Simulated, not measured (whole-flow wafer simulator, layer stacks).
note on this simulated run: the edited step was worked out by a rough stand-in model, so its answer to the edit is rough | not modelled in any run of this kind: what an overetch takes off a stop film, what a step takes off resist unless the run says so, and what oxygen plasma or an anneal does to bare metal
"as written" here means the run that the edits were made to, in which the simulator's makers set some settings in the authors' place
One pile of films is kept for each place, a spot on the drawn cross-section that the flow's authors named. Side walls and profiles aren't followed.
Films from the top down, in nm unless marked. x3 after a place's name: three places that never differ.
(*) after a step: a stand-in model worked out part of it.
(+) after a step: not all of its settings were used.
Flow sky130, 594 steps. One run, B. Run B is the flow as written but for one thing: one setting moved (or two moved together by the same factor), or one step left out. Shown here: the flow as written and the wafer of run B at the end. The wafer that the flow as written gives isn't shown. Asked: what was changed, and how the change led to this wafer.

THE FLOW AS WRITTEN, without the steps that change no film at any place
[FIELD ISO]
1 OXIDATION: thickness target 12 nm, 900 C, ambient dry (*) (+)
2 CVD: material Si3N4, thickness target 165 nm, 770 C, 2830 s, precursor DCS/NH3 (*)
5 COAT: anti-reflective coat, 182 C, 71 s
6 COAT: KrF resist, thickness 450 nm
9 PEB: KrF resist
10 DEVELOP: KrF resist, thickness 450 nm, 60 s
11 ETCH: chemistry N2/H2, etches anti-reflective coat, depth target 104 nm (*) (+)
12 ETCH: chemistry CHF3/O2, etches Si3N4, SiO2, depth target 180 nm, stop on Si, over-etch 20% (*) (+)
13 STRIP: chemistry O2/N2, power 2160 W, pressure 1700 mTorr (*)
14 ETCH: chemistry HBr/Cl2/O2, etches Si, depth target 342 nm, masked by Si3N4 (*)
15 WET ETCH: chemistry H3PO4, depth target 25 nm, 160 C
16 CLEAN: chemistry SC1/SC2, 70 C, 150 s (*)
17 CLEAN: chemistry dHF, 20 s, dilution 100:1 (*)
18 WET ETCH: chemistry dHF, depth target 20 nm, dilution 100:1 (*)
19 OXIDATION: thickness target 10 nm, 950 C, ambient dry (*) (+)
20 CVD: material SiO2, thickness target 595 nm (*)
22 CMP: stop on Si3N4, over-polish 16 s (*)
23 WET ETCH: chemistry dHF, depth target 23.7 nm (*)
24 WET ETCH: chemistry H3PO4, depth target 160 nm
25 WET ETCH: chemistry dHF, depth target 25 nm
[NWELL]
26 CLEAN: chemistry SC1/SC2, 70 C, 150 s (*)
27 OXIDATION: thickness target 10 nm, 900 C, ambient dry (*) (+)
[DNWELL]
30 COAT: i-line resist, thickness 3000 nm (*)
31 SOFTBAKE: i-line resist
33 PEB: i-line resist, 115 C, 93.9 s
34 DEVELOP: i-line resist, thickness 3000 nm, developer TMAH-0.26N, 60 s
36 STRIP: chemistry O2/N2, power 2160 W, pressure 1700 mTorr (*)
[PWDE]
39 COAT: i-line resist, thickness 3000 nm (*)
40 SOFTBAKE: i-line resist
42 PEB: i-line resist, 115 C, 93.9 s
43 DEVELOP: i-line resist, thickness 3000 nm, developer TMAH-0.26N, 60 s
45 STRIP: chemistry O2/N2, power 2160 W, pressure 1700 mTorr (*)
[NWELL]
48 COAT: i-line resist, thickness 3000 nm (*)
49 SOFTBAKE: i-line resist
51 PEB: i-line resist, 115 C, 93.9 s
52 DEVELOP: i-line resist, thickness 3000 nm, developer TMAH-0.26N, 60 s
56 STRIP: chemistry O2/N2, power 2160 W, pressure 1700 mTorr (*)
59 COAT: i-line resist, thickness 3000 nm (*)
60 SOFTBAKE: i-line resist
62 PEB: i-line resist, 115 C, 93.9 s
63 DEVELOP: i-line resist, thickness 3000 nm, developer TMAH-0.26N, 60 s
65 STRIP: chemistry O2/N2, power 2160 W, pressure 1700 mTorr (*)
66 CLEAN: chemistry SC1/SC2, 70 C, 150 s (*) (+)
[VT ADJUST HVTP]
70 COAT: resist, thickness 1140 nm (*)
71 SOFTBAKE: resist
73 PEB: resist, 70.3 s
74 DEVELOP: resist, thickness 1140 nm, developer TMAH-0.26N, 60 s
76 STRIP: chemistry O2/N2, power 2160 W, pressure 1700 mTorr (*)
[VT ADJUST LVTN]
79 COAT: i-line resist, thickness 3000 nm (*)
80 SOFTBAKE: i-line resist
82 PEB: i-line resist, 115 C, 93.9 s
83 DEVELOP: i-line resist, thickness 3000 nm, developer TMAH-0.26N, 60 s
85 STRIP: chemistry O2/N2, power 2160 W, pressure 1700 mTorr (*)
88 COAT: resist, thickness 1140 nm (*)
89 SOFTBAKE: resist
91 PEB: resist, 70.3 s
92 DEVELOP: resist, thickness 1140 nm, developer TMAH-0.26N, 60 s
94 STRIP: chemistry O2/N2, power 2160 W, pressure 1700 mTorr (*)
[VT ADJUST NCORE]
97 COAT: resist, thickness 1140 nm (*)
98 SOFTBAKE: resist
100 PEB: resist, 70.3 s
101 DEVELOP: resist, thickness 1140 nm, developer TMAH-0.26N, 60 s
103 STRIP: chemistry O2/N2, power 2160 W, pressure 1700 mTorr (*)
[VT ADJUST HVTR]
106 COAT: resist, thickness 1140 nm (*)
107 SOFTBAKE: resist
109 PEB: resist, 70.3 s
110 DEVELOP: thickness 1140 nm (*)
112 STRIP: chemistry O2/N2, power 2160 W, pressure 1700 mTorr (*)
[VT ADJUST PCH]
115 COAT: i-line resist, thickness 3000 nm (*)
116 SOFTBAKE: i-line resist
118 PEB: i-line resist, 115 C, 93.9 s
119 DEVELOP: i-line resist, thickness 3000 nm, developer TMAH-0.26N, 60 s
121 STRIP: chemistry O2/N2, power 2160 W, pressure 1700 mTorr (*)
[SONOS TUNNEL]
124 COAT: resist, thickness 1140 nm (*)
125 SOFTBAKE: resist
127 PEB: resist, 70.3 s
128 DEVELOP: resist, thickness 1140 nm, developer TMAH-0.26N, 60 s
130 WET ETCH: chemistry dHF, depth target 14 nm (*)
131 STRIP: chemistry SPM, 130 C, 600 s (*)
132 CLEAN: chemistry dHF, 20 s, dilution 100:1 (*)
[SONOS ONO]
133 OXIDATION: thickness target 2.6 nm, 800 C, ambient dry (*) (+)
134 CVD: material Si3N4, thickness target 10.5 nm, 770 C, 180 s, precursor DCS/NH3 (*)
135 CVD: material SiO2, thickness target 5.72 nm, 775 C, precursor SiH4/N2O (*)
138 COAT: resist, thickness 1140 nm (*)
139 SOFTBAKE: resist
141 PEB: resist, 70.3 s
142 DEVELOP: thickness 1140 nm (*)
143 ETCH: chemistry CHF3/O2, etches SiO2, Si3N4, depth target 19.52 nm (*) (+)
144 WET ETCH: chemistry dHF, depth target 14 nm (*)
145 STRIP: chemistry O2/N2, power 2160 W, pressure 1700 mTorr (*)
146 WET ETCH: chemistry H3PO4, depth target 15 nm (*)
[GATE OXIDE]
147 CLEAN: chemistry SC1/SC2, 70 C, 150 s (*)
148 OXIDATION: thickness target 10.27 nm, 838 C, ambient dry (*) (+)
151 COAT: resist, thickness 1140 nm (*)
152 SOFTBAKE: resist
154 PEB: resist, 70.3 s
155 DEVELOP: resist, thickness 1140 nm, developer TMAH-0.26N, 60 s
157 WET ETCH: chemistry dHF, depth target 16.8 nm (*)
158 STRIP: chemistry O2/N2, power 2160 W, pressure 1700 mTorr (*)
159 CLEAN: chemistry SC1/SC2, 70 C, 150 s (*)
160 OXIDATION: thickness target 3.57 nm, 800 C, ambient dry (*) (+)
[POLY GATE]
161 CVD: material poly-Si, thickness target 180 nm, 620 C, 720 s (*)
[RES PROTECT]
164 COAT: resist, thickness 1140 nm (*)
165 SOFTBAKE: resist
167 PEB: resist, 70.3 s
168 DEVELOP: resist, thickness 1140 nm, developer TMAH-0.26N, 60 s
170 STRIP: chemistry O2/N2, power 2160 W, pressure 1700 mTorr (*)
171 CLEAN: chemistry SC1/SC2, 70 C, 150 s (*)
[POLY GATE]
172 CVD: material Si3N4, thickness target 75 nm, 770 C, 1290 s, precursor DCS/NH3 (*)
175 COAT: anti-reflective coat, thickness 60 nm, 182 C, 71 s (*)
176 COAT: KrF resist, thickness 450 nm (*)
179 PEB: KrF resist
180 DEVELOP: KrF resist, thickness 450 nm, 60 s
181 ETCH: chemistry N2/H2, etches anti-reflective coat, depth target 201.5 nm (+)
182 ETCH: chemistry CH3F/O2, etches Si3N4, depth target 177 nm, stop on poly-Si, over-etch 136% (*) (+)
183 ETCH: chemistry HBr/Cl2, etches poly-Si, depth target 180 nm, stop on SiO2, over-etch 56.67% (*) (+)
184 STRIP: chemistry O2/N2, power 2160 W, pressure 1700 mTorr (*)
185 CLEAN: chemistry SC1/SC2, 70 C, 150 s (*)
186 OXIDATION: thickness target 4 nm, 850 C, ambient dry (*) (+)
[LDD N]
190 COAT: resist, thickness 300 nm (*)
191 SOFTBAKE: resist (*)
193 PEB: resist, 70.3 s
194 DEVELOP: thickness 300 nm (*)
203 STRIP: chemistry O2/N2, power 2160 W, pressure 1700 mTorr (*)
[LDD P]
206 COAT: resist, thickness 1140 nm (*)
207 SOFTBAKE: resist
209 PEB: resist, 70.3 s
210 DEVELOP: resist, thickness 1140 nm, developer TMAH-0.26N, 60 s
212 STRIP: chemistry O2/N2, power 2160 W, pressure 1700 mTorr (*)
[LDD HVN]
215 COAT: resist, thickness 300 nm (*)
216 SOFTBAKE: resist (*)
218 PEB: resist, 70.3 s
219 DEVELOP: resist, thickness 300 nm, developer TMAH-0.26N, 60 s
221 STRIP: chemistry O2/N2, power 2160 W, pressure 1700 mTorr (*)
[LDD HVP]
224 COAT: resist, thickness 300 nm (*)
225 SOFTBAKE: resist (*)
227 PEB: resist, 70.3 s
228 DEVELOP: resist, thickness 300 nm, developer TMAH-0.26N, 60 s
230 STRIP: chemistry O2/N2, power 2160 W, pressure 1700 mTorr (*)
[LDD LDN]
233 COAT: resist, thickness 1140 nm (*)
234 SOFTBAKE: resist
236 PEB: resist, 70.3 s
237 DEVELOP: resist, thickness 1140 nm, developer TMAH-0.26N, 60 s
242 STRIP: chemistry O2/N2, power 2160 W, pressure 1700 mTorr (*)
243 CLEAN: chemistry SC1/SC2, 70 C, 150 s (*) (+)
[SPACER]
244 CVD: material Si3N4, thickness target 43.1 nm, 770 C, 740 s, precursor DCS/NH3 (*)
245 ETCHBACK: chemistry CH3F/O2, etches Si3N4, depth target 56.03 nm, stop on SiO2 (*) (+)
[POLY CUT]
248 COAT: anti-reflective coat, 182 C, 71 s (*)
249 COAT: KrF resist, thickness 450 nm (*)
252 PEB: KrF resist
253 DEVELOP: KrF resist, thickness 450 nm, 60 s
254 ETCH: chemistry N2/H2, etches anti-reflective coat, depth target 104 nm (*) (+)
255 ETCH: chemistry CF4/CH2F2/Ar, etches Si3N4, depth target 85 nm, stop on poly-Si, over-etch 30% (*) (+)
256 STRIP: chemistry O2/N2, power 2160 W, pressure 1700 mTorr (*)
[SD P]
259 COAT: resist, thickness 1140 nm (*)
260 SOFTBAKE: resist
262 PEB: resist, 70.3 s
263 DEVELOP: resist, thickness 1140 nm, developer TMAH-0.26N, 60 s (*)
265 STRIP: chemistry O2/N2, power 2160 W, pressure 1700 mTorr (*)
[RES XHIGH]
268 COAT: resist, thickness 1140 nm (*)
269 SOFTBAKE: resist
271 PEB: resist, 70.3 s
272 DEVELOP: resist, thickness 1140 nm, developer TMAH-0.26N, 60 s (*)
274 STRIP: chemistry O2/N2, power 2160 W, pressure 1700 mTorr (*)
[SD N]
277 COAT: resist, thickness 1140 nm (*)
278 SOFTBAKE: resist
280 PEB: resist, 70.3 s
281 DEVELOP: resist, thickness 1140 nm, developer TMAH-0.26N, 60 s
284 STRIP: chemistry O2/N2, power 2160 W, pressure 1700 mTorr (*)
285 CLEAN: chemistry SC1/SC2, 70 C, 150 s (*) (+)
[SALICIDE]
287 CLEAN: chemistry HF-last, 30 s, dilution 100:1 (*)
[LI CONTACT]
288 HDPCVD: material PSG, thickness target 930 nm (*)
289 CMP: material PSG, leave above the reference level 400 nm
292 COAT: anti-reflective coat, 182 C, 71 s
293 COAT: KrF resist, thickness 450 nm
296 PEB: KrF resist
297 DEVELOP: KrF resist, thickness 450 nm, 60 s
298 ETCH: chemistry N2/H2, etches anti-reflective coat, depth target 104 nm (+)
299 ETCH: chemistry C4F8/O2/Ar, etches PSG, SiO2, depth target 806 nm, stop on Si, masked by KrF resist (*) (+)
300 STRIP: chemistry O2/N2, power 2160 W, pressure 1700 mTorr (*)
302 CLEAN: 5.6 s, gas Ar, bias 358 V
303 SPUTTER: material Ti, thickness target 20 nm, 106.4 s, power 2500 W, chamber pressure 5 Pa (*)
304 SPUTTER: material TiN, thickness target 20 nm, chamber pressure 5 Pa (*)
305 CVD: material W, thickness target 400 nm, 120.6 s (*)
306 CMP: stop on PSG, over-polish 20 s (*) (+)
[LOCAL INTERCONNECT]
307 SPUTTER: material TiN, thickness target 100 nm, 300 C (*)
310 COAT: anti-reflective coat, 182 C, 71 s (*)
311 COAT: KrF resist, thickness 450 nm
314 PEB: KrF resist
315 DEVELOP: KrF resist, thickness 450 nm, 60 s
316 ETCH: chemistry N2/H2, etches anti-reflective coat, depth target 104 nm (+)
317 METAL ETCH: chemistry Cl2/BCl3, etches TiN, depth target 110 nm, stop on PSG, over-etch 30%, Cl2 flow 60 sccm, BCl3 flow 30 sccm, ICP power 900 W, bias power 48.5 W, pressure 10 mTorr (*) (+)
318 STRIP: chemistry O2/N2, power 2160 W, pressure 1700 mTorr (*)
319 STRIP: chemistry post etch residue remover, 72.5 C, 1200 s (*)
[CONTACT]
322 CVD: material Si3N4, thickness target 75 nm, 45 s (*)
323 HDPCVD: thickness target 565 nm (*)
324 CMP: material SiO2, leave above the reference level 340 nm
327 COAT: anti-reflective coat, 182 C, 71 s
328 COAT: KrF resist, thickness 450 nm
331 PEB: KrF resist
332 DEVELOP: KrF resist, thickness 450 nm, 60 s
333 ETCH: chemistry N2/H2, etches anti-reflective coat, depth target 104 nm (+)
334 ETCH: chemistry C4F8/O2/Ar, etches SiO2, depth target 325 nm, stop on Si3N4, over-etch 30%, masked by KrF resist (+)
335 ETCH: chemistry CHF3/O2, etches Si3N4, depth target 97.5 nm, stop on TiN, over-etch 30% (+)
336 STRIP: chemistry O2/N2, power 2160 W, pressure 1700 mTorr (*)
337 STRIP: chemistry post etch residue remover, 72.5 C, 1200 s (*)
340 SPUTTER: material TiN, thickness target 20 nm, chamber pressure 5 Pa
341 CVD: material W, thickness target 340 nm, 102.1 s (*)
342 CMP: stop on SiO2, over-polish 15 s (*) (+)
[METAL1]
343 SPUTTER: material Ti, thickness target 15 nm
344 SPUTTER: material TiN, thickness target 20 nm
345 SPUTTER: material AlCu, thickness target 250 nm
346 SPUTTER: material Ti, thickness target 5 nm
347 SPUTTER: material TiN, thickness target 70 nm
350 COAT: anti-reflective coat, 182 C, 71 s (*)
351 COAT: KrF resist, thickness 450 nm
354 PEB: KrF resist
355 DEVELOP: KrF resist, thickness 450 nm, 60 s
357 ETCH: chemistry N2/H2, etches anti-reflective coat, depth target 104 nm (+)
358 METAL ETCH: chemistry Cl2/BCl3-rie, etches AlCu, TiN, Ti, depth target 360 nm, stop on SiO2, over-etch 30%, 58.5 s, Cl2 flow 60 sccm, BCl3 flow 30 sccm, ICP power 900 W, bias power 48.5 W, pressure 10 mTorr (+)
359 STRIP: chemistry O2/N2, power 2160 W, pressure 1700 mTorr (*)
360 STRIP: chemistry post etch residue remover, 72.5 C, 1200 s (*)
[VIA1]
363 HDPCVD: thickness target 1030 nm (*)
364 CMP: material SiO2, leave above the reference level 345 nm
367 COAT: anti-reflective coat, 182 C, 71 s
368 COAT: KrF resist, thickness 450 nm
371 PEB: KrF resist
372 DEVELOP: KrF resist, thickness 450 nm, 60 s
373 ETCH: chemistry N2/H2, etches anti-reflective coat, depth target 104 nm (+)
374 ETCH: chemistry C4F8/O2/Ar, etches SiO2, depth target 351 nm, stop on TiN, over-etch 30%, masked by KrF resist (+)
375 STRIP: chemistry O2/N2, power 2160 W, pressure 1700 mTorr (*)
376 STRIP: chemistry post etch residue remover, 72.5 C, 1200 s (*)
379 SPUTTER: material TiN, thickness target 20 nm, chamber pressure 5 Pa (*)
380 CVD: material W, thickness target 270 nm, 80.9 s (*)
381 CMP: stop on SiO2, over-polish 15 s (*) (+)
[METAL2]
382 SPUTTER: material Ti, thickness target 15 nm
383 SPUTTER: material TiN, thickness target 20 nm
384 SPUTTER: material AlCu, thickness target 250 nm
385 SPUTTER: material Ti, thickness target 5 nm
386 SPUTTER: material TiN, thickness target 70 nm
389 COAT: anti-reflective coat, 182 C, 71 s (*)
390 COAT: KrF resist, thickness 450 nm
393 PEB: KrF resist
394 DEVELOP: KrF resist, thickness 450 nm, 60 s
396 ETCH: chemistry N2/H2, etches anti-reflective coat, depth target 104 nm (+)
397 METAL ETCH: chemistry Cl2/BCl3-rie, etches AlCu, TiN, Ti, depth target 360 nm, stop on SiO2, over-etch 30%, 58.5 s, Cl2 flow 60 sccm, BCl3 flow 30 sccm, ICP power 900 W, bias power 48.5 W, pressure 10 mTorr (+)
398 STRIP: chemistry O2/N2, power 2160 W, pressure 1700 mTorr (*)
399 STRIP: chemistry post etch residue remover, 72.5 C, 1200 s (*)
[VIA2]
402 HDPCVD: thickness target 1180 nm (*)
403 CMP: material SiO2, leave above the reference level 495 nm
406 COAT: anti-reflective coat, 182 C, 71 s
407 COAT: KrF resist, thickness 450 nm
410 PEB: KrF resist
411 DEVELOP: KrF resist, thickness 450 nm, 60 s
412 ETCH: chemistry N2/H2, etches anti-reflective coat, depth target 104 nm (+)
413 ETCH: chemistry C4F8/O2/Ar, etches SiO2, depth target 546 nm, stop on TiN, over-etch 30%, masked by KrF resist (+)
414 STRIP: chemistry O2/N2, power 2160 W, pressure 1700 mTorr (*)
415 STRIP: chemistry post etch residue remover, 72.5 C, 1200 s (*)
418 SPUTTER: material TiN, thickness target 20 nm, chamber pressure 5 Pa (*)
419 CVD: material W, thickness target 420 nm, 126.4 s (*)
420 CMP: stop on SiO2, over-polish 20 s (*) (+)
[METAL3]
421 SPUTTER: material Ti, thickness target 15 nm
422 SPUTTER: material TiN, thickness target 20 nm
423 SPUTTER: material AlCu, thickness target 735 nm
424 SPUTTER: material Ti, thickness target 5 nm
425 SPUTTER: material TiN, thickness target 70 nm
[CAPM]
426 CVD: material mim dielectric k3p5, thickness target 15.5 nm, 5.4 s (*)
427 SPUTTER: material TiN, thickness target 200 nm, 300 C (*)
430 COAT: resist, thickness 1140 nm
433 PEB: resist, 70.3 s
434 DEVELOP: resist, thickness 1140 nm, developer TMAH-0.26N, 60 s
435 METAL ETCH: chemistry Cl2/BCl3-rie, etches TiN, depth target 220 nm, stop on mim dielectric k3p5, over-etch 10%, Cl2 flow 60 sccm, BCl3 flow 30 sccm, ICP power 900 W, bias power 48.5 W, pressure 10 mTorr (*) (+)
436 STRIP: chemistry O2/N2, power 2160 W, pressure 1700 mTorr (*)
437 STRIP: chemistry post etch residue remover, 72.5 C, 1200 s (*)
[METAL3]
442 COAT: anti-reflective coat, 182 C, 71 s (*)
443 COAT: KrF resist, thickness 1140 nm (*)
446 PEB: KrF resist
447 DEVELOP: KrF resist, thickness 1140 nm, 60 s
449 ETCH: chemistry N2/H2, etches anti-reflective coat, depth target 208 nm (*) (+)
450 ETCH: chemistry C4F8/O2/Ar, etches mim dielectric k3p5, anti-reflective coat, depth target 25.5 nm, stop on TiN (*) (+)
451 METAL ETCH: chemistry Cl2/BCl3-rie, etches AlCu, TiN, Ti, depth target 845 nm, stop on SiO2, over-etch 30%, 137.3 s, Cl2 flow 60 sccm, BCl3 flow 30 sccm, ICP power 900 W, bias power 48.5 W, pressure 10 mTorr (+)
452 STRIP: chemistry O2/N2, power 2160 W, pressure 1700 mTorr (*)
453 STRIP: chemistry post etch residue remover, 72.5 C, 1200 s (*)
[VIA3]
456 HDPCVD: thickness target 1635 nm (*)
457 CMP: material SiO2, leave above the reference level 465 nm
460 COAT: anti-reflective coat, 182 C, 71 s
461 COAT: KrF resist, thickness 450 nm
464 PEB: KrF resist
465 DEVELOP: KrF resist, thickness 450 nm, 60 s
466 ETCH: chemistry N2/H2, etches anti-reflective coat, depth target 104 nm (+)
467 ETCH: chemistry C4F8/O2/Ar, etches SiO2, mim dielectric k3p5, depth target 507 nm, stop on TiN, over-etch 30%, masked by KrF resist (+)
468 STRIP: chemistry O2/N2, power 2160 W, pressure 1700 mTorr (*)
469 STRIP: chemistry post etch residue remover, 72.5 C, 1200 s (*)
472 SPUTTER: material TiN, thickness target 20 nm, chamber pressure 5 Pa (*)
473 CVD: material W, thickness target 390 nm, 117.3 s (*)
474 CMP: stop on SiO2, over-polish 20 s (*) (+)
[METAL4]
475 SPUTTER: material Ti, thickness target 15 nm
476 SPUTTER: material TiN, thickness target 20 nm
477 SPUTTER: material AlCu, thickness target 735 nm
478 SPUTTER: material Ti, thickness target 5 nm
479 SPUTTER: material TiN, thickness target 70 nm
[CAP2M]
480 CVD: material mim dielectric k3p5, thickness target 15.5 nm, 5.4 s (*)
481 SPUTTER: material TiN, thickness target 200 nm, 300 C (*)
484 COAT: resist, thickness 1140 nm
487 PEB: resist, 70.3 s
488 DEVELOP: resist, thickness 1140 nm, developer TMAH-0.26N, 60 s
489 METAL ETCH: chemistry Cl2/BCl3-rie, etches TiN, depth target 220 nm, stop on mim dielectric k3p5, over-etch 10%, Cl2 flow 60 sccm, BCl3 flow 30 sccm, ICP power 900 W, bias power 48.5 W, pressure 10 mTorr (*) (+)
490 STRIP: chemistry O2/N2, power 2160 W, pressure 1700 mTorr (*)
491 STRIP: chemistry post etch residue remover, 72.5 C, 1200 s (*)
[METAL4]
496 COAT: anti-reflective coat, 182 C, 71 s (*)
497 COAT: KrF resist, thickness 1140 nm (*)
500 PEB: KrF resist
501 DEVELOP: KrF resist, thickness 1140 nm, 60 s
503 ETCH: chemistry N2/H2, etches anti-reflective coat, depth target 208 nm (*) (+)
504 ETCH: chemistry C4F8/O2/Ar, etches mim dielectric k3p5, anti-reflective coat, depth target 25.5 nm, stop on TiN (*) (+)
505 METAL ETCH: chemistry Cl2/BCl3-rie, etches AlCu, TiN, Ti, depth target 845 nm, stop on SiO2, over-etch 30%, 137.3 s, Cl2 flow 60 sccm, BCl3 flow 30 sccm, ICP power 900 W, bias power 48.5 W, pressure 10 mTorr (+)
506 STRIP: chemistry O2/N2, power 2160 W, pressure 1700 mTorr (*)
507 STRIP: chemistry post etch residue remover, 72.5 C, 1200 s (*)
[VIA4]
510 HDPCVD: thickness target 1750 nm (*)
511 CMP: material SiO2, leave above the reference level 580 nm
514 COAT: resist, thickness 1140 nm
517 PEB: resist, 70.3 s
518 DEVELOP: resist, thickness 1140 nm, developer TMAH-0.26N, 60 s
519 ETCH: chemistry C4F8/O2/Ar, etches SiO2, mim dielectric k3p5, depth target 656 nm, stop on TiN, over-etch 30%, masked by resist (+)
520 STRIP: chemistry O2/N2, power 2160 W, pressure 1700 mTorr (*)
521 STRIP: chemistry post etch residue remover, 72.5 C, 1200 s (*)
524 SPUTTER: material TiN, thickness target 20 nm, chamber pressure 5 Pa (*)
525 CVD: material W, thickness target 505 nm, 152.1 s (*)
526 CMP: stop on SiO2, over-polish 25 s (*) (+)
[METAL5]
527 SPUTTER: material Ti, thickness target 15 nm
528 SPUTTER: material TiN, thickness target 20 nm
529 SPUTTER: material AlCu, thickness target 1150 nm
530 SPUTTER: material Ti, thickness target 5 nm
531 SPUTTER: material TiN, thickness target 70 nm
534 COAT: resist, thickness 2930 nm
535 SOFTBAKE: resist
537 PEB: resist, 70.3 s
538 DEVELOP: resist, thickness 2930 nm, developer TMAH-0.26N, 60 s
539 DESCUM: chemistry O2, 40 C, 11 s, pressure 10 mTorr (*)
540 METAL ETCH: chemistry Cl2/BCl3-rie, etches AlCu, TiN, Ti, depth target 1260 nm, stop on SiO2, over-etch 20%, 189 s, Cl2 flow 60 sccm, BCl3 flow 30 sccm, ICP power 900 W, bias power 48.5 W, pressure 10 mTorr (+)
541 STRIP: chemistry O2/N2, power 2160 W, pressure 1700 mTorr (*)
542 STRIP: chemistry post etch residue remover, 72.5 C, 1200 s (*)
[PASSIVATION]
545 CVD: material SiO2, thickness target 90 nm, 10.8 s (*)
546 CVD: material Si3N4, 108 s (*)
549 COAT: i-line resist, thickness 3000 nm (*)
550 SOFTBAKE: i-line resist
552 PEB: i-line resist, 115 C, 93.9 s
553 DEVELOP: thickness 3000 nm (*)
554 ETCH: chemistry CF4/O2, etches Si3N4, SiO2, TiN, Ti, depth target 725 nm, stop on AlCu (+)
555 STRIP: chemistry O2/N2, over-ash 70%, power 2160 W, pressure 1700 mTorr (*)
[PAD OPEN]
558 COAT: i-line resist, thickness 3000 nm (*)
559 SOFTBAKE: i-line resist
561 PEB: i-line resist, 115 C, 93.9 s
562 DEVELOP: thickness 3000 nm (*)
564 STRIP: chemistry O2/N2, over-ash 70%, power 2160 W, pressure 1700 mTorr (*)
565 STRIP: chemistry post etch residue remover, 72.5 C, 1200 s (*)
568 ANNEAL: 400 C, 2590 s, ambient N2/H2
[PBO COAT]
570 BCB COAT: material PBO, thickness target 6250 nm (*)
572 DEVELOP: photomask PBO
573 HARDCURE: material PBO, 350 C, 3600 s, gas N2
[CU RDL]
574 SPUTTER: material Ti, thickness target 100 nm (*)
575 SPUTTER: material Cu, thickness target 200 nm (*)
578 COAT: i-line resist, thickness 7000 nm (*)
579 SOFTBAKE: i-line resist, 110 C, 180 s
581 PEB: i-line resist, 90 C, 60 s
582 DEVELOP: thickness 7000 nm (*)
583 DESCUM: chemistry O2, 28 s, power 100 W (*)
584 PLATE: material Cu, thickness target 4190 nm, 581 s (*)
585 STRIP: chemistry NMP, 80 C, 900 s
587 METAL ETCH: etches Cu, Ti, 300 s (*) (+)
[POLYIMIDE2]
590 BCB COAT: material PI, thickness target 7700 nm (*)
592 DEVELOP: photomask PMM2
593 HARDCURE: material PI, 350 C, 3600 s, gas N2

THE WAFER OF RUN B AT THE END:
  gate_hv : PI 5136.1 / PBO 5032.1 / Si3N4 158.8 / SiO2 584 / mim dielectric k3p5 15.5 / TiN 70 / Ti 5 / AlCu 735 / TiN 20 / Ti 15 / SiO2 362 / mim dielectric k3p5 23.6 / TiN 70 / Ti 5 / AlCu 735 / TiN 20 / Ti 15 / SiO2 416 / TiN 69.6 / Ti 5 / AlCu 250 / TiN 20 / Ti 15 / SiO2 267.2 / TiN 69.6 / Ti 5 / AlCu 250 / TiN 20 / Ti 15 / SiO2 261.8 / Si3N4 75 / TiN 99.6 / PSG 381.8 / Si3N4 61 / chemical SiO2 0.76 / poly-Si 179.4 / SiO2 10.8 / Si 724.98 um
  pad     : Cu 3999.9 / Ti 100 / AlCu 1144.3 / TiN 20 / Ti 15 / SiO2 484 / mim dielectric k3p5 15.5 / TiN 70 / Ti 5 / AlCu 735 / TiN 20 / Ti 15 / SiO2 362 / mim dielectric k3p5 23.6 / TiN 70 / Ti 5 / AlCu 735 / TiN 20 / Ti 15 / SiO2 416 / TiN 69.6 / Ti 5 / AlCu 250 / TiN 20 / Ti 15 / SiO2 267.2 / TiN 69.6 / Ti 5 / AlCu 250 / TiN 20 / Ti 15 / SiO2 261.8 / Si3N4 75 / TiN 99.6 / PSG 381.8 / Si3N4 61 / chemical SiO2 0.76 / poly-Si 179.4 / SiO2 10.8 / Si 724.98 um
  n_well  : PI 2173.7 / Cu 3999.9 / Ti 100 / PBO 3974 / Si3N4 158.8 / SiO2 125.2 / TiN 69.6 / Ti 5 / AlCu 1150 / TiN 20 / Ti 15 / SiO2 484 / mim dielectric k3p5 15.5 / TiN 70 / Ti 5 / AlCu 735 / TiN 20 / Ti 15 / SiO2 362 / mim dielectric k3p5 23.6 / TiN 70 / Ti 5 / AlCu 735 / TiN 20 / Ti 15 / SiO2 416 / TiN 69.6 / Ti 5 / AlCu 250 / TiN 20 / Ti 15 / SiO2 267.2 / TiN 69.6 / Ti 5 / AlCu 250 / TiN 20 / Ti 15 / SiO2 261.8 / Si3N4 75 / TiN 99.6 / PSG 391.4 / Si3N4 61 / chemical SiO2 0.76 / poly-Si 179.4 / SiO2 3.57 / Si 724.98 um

The cause: step 426, CVD: thickness target 23.6 nm was run, where the flow has thickness target 15.5 nm; step 426, CVD: 8.23 s was run, where the flow has 5.4 s.
It can be read off the wafer: gate_hv has mim dielectric k3p5 23.6, and step 426 as written asks for 15.5 nm.

How the change led to this, step by step:
  426 CVD: material mim dielectric k3p5, thickness target 15.5 nm, 5.4 s (*)
      field, active, n_well and 188 more: mim dielectric k3p5 +23.6 (new film) (as written it would be: mim dielectric k3p5 +15.5 (new film))
  450 ETCH: chemistry C4F8/O2/Ar, etches mim dielectric k3p5, anti-reflective coat, depth target 25.5 nm, stop on TiN (*) (+)
      n_well, p_well, gate_hv and 104 more: KrF resist -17 (as written it would be: KrF resist -15.5)
      field, active, gate and 82 more: mim dielectric k3p5 -23.6 (all of it) (as written it would be: mim dielectric k3p5 -15.5 (all of it))
  467 ETCH: chemistry C4F8/O2/Ar, etches SiO2, mim dielectric k3p5, depth target 507 nm, stop on TiN, over-etch 30%, masked by KrF resist (+)
      m1: SiO2 -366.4 (all of it), mim dielectric k3p5 -23.6 (all of it) (as written it would be: SiO2 -374.5 (all of it), mim dielectric k3p5 -15.5 (all of it))
      via3_hole: SiO2 -365.8 (all of it), mim dielectric k3p5 -23.6 (all of it) (as written it would be: SiO2 -373.9 (all of it), mim dielectric k3p5 -15.5 (all of it))
